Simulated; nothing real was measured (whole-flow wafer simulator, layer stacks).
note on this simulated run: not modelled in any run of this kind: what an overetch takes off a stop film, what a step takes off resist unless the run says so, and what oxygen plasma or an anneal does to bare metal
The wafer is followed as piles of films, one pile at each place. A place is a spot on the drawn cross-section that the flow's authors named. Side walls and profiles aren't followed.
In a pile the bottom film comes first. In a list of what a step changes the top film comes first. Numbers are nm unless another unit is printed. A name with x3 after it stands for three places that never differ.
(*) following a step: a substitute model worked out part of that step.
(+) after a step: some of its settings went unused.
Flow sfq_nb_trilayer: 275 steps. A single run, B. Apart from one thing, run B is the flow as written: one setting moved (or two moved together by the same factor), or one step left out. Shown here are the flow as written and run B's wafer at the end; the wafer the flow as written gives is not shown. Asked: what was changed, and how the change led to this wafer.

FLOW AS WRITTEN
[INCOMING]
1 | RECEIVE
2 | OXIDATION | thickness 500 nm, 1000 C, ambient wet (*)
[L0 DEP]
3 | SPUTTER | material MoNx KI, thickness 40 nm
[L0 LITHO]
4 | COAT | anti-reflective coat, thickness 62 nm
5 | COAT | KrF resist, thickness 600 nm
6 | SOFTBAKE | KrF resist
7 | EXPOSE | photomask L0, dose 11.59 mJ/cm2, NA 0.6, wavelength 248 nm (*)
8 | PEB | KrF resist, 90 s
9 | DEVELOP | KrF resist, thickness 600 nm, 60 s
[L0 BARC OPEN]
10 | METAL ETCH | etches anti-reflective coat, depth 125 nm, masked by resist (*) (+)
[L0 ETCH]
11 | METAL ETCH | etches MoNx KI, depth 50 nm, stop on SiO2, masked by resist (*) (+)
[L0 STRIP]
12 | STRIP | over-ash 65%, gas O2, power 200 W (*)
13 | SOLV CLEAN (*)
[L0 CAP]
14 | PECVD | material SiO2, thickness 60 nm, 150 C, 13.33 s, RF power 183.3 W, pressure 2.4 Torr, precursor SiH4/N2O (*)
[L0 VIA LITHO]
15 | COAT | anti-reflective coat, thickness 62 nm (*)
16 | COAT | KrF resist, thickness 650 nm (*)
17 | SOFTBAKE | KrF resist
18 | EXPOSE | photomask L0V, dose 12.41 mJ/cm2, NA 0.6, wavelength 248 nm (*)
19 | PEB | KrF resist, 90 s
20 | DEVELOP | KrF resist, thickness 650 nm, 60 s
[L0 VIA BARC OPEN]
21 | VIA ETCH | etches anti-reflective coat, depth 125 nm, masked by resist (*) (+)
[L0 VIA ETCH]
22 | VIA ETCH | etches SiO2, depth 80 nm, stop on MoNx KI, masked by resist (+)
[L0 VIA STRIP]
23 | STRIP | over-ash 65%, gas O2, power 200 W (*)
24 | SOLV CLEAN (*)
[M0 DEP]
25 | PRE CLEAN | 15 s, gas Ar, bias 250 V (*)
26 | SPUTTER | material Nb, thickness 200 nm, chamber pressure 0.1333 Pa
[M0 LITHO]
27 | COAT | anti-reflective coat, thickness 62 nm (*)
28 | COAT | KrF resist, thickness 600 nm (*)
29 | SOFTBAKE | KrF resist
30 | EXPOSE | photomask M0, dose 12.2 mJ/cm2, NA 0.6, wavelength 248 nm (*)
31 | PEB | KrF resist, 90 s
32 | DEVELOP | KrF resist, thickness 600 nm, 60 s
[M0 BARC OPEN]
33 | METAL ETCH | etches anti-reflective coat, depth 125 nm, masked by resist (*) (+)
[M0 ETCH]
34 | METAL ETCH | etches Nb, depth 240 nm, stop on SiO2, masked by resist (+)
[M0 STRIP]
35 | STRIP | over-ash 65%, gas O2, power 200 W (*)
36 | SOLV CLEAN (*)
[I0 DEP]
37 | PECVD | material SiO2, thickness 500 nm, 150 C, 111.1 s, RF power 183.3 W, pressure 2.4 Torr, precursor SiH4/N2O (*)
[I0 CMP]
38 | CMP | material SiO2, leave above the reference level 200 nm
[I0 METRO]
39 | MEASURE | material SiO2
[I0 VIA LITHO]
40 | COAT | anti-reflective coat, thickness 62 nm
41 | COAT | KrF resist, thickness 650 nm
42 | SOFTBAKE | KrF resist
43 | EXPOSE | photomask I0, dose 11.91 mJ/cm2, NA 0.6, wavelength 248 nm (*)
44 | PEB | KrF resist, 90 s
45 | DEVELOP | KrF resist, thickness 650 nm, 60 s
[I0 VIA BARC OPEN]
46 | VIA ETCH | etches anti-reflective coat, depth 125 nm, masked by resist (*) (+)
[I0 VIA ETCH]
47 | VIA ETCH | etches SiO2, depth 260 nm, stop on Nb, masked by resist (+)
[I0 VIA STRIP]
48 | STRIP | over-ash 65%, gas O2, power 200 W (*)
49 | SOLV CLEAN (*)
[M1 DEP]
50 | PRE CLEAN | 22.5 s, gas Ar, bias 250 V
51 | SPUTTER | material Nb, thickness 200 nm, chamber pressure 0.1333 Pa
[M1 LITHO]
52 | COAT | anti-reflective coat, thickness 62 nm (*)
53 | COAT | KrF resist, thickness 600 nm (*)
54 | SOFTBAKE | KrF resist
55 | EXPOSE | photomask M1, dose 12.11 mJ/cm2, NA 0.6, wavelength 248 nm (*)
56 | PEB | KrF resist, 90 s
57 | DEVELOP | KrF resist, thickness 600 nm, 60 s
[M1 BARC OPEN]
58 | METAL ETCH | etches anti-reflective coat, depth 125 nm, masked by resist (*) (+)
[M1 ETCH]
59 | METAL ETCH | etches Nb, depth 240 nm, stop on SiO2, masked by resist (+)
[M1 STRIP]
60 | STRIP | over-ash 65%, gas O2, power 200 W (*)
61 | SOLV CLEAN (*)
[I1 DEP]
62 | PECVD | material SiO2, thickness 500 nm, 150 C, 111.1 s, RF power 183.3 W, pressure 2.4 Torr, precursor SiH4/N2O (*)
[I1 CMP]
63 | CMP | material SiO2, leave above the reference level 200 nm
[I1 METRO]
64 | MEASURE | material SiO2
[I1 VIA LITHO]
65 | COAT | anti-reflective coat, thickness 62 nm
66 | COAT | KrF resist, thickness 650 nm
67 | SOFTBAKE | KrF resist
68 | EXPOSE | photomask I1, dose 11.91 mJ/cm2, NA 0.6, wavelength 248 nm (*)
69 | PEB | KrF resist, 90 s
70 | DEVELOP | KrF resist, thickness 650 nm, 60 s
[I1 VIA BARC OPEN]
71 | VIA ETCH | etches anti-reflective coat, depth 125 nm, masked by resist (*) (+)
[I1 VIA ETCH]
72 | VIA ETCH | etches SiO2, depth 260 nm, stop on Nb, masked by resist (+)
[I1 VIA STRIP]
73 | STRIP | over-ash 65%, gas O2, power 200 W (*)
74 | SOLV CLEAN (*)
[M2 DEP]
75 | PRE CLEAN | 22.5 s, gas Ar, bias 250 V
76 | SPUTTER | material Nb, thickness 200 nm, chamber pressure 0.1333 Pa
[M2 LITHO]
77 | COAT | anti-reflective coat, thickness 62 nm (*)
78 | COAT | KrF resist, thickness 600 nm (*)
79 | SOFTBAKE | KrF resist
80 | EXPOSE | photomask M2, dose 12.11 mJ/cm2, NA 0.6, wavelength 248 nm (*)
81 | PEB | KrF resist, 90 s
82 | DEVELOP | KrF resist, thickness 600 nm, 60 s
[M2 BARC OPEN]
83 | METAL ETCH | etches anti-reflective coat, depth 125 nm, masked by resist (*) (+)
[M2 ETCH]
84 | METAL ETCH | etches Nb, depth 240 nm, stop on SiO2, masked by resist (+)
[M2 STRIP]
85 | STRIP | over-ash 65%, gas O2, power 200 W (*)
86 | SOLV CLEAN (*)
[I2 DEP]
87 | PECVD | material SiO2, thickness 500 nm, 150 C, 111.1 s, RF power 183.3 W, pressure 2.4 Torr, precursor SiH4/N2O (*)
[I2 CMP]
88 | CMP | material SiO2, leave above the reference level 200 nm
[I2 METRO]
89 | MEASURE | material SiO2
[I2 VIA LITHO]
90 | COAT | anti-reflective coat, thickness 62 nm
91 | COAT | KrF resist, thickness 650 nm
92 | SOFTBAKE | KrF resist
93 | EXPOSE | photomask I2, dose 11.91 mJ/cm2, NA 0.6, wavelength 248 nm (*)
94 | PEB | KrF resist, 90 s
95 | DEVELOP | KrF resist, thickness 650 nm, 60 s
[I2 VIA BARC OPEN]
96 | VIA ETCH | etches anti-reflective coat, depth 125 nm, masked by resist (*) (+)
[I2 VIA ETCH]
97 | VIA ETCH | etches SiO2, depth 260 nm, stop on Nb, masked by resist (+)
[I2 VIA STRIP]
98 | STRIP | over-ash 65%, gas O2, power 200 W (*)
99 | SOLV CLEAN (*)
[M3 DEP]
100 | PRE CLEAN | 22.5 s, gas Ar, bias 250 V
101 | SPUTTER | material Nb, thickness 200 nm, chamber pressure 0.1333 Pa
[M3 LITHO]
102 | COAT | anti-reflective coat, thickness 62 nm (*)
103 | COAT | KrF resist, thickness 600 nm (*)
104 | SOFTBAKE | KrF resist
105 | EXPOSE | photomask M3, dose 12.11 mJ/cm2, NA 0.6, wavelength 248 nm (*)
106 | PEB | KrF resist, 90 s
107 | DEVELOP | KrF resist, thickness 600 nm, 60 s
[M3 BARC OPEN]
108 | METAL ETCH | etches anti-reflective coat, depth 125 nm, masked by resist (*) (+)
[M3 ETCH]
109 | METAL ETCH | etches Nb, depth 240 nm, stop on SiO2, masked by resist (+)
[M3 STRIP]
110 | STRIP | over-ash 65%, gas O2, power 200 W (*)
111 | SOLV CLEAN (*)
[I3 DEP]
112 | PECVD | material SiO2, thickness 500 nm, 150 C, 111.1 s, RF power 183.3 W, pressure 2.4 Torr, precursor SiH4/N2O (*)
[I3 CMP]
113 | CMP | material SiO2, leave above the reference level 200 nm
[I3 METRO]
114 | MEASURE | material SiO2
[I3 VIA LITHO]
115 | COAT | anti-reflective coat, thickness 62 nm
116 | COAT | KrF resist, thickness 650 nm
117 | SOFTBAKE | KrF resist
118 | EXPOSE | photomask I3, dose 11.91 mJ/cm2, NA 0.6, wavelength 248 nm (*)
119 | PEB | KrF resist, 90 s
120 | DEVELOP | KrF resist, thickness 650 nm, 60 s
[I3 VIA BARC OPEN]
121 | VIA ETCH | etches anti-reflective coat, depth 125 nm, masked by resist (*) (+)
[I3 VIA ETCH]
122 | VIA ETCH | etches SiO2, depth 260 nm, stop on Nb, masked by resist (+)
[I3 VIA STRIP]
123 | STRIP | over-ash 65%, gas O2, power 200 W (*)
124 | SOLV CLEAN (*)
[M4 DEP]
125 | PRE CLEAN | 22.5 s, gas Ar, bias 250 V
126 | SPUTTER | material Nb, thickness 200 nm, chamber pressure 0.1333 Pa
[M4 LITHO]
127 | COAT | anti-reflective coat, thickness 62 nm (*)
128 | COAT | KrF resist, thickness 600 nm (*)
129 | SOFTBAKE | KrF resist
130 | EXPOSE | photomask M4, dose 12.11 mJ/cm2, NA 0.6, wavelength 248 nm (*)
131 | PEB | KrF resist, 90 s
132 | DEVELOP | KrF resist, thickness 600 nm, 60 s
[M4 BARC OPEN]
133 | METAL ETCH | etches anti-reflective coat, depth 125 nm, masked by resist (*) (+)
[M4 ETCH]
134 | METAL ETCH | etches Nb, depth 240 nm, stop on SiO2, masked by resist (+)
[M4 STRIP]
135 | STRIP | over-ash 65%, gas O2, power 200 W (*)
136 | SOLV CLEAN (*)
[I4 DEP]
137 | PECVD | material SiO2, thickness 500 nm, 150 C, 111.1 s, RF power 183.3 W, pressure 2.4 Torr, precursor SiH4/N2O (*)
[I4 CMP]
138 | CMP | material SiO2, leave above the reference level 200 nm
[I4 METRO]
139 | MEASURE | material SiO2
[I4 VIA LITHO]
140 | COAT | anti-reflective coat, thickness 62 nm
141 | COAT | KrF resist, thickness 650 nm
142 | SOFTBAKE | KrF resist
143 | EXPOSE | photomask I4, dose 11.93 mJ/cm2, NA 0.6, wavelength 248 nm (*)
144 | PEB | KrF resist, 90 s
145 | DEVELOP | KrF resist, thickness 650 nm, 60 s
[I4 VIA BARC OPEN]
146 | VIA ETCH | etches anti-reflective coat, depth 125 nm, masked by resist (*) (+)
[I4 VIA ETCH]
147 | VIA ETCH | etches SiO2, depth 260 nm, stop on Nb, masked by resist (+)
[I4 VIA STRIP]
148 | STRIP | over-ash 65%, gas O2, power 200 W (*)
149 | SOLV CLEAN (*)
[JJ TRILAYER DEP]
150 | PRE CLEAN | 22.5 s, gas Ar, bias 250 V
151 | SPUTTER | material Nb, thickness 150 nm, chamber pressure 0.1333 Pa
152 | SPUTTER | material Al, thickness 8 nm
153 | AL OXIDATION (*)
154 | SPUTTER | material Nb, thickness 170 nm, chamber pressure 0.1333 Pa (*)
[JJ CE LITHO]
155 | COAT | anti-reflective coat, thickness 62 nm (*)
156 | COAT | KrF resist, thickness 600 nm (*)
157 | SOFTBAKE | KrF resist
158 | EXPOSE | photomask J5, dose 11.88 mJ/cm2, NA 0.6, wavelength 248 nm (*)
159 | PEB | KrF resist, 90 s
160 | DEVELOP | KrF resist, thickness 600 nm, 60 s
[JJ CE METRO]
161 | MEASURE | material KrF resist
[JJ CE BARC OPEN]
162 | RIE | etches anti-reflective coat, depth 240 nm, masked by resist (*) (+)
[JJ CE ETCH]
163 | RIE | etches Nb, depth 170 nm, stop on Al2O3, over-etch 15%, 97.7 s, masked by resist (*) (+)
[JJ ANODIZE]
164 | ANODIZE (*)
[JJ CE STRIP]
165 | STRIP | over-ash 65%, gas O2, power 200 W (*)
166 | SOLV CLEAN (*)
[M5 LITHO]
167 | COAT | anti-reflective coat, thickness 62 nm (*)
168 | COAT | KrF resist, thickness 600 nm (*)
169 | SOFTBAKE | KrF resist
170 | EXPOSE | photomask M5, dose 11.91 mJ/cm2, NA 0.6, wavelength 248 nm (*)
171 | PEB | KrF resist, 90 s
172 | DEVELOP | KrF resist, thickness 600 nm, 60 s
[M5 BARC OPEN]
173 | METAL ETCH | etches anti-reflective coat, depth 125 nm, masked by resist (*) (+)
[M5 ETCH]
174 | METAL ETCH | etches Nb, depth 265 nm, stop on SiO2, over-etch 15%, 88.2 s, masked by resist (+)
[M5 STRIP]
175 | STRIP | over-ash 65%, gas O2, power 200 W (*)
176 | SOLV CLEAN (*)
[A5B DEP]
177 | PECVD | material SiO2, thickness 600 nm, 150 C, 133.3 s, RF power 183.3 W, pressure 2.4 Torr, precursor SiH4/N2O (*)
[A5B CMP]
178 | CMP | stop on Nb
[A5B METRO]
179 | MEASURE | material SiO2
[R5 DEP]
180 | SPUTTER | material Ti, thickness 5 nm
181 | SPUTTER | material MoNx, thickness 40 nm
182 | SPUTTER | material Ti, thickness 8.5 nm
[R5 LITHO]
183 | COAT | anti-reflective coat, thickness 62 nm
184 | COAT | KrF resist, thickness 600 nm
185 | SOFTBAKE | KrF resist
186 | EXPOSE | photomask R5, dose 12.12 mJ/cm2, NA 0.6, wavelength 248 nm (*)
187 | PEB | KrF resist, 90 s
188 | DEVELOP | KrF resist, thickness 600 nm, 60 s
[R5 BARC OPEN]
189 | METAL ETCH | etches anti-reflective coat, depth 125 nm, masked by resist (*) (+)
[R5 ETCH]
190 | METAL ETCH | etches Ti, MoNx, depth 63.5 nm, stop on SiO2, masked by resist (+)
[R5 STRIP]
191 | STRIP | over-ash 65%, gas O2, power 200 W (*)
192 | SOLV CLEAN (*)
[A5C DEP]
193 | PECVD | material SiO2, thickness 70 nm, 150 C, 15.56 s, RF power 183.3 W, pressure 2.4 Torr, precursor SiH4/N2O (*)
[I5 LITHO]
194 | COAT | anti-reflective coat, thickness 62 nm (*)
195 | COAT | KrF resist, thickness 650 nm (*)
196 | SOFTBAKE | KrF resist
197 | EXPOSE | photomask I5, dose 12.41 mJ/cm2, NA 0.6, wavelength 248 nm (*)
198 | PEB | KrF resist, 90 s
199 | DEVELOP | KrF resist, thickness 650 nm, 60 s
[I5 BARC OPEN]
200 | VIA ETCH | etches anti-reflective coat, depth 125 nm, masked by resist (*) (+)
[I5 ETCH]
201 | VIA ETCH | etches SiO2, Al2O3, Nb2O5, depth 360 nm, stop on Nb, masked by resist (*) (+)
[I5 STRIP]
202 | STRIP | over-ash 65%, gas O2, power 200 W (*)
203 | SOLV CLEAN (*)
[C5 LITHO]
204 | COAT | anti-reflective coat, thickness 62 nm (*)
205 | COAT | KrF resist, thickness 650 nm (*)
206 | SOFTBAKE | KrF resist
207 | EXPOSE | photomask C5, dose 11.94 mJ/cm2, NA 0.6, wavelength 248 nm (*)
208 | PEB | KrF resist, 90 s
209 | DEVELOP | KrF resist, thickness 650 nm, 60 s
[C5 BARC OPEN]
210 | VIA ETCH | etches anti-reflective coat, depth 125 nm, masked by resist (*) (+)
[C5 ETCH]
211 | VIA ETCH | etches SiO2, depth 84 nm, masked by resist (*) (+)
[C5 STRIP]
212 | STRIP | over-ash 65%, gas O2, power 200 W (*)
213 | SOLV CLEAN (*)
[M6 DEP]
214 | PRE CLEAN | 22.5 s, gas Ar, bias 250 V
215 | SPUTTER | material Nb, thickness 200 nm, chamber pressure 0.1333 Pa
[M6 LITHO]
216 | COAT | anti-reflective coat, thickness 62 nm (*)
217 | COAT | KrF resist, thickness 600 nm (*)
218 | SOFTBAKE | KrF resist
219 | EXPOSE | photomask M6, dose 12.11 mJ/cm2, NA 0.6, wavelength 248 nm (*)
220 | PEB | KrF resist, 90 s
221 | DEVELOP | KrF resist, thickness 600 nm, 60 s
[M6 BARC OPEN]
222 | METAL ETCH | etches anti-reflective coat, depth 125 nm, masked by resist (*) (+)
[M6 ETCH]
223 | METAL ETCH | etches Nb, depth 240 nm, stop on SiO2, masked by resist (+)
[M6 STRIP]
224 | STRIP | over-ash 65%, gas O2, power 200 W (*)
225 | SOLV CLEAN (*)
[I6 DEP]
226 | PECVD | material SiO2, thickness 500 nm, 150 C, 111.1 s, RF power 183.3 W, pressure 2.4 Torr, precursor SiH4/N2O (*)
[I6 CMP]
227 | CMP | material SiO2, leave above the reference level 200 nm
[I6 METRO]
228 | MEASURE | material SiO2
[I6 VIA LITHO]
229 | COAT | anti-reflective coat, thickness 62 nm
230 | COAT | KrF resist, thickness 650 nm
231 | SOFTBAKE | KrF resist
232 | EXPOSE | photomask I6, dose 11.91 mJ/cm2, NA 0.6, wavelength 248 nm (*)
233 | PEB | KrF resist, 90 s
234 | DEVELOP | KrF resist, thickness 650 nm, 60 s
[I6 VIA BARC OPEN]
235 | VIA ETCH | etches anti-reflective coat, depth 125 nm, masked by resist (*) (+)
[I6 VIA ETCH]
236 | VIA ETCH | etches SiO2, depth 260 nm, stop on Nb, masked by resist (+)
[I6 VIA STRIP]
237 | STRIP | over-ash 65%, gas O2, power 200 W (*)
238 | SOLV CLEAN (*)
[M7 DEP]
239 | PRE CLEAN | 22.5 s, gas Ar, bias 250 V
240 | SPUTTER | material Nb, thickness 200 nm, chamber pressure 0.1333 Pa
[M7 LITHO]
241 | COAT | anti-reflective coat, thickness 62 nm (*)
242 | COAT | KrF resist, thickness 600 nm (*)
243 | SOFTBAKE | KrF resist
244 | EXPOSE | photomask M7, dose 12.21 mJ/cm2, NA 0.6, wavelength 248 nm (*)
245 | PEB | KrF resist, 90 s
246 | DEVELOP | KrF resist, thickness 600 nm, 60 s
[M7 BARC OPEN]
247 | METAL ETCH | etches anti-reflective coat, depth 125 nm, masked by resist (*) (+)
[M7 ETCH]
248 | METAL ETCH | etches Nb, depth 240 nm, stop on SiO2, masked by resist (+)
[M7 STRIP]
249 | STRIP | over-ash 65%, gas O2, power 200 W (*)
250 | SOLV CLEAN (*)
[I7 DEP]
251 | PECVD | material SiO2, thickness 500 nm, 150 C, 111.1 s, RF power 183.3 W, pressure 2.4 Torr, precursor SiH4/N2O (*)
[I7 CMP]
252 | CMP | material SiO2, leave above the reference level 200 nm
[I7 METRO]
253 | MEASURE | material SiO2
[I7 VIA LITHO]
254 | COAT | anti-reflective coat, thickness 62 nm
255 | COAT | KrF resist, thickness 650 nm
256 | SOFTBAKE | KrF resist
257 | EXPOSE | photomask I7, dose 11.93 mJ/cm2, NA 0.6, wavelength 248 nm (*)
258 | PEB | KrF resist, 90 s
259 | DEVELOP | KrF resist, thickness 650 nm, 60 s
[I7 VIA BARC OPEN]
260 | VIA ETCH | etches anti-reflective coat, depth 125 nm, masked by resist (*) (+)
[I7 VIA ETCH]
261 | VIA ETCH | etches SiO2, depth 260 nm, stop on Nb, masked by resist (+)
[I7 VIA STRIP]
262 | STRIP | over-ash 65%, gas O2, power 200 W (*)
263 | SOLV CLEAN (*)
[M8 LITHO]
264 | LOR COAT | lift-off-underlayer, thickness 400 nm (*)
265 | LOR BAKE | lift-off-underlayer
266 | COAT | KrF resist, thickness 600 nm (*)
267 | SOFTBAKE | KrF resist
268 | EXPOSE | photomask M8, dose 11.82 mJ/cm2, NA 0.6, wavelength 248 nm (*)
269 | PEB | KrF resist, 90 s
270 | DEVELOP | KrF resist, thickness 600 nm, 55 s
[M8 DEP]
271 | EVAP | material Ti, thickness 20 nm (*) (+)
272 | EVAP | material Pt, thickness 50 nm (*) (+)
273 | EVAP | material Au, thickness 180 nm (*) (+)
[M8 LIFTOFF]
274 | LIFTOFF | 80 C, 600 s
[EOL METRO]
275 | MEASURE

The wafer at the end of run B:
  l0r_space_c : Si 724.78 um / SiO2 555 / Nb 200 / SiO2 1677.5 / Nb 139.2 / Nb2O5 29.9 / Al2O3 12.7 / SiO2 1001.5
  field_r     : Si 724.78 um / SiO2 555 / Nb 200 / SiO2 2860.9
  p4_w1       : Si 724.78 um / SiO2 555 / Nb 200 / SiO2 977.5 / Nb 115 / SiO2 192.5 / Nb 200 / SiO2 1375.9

The reason: step 101, SPUTTER: thickness 115 nm was run, while the flow as written has thickness 200 nm.
The wafer lets one read it off: p4_w1 has Nb 115, and step 101 as written asks for 200 nm.

How this came from the change, step by step:
  101 | SPUTTER | material Nb, thickness 200 nm, chamber pressure 0.1333 Pa
      field_l, v_sur, via_wl and 102 more: +115 Nb (new film) (it would be, as written: +200 Nb (new film))
      via_w: +94.8 Nb (it would be, as written: +165.5 Nb)
  102 | COAT | anti-reflective coat, thickness 62 nm (*)
      via_wl, via_wr: +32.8 anti-reflective coat (new film) (it would be, as written: +34.2 anti-reflective coat (new film))
      via_w: +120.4 anti-reflective coat (new film) (it would be, as written: +124.8 anti-reflective coat (new film))
  109 | METAL ETCH | etches Nb, depth 240 nm, stop on SiO2, masked by resist (+)
      field_l, be, be_sur and 72 more: -115 Nb (all of it) (it would be, as written: -200 Nb (all of it))
      v_sur, via_wl, via_w and 28 more: -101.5 KrF resist (it would be, as written: -141.2 KrF resist)
  110 | STRIP | over-ash 65%, gas O2, power 200 W (*)
      p4_w1, p4_w2, p4_w3 and 21 more: -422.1 KrF resist (all of it), -62 anti-reflective coat (all of it) (it would be, as written: -382.4 KrF resist (all of it), -62 anti-reflective coat (all of it))
      v_sur: -405.8 KrF resist (all of it), -60.8 anti-reflective coat (all of it) (it would be, as written: -365.3 KrF resist (all of it), -61.1 anti-reflective coat (all of it))
      (also at 6 further places)
  112 | PECVD | material SiO2, thickness 500 nm, 150 C, 111.1 s, RF power 183.3 W, pressure 2.4 Torr, precursor SiH4/N2O (*)
      p4_g1, p4_g2, p3_s0, p3_s1, p3_s2, p3_s3, p3_s4, p3_s5: +500 SiO2 (it would be, as written: +557.1 SiO2)
      via_w: +591.8 SiO2 (new film) (it would be, as written: +615 SiO2 (new film))
  113 | CMP | material SiO2, leave above the reference level 200 nm
      field_l, be, be_sur and 64 more: -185 SiO2 (it would be, as written: -100 SiO2)
      p4_g1, p4_g2, p3_s0, p3_s1, p3_s2, p3_s3, p3_s4, p3_s5: -185 SiO2 (it would be, as written: -157.1 SiO2)
      (also at 1 further place)
